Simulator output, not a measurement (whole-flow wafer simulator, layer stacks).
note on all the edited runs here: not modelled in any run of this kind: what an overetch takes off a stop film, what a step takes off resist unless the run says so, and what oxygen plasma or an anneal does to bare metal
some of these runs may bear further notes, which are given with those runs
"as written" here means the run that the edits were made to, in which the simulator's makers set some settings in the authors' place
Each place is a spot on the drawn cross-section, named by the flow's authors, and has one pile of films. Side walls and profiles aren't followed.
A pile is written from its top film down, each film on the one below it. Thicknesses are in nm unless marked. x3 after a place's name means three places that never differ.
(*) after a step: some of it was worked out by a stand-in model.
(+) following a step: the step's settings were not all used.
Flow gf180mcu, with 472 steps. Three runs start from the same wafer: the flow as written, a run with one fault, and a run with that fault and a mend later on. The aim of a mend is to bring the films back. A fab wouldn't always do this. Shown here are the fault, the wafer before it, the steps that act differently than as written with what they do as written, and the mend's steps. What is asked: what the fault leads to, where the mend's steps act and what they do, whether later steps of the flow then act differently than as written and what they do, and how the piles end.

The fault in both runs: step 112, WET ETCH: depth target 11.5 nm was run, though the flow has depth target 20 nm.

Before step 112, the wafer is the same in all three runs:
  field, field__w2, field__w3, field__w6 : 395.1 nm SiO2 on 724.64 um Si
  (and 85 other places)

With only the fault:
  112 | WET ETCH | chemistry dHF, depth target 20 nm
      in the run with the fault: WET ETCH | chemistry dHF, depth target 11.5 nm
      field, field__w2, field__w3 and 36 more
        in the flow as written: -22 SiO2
        in the run with the fault: -12.7 SiO2
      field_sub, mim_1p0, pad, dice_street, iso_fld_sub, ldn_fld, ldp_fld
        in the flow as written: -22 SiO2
        in the run with the fault: -12.6 SiO2
  Steps later in the flow that act otherwise than as written (not shown: 48 more steps that differ only slightly, by at most 2% or 0.5 nm, whichever is larger):
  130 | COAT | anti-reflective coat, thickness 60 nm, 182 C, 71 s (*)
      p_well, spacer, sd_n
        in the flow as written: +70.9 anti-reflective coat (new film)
        in the run with the fault: +79.8 anti-reflective coat (new film)
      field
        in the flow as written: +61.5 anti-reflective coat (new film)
        in the run with the fault: +58.5 anti-reflective coat (new film)
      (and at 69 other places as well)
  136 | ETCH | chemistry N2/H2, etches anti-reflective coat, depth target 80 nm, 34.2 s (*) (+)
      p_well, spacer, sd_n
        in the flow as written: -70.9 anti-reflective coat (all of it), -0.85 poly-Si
        in the run with the fault: -79.8 anti-reflective coat (all of it), -0.62 poly-Si
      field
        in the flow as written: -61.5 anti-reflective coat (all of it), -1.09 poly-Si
        in the run with the fault: -58.5 anti-reflective coat (all of it), -1.17 poly-Si
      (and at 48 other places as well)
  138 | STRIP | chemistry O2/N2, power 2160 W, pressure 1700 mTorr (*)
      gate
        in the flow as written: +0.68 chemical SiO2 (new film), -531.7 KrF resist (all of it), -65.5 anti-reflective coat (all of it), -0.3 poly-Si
        in the run with the fault: +0.68 chemical SiO2 (new film), -532.1 KrF resist (all of it), -69.6 anti-reflective coat (all of it), -0.3 poly-Si
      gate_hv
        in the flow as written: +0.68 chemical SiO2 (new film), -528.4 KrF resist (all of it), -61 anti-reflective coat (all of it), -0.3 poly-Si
        in the run with the fault: +0.68 chemical SiO2 (new film), -530.3 KrF resist (all of it), -62.5 anti-reflective coat (all of it), -0.3 poly-Si
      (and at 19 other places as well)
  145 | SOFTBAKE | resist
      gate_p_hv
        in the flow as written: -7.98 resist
        in the run with the fault: -7.45 resist
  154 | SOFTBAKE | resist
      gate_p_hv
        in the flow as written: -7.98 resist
        in the run with the fault: -7.45 resist
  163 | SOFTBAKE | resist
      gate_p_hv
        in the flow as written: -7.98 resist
        in the run with the fault: -7.45 resist
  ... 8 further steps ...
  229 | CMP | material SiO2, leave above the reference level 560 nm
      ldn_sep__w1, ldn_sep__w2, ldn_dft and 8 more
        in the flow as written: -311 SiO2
        in the run with the fault: -320.3 SiO2
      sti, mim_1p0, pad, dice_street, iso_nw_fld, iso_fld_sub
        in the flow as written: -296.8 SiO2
        in the run with the fault: -306.2 SiO2
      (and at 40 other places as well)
  By the end, the piles at ld_fp_n, ld_fp_p, npoly_u and 9 more depart from the flow's by more than 2% or 0.5 nm, whichever is larger.
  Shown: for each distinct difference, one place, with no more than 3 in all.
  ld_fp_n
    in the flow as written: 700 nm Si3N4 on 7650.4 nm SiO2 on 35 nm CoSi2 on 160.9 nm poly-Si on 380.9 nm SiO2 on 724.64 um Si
    in the run with the fault: 700 nm Si3N4 on 7641.1 nm SiO2 on 35 nm CoSi2 on 160.9 nm poly-Si on 390.2 nm SiO2 on 724.64 um Si
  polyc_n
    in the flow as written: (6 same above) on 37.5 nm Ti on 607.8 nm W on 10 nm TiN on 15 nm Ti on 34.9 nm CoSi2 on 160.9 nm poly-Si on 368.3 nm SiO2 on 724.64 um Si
    in the run with the fault: (6 same above) on 37.5 nm Ti on 598.5 nm W on 10 nm TiN on 15 nm Ti on 34.9 nm CoSi2 on 160.9 nm poly-Si on 377.6 nm SiO2 on 724.64 um Si
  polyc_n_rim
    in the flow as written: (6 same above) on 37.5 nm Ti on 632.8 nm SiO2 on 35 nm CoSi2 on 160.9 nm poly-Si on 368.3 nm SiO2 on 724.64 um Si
    in the run with the fault: (6 same above) on 37.5 nm Ti on 623.4 nm SiO2 on 35 nm CoSi2 on 160.9 nm poly-Si on 377.6 nm SiO2 on 724.64 um Si

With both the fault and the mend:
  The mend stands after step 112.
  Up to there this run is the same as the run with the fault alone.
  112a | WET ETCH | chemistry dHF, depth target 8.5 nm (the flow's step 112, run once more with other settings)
      field, field__w2, field__w3 and 43 more
        -8.5 SiO2
  Steps later in the flow that act otherwise than as written (not shown: 56 more steps that differ only slightly, by at most 2% or 0.5 nm, whichever is larger):
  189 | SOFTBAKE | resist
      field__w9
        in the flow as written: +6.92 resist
        in the run with the mend: -3.07 resist
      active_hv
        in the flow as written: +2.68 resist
        in the run with the mend: -0.53 resist
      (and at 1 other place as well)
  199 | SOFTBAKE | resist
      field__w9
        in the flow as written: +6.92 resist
        in the run with the mend: -3.07 resist
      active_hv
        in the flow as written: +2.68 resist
        in the run with the mend: -0.53 resist
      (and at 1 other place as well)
  The piles end only slightly different from the flow's at the places that both follow, by no more than 2% or 0.5 nm, whichever is larger.
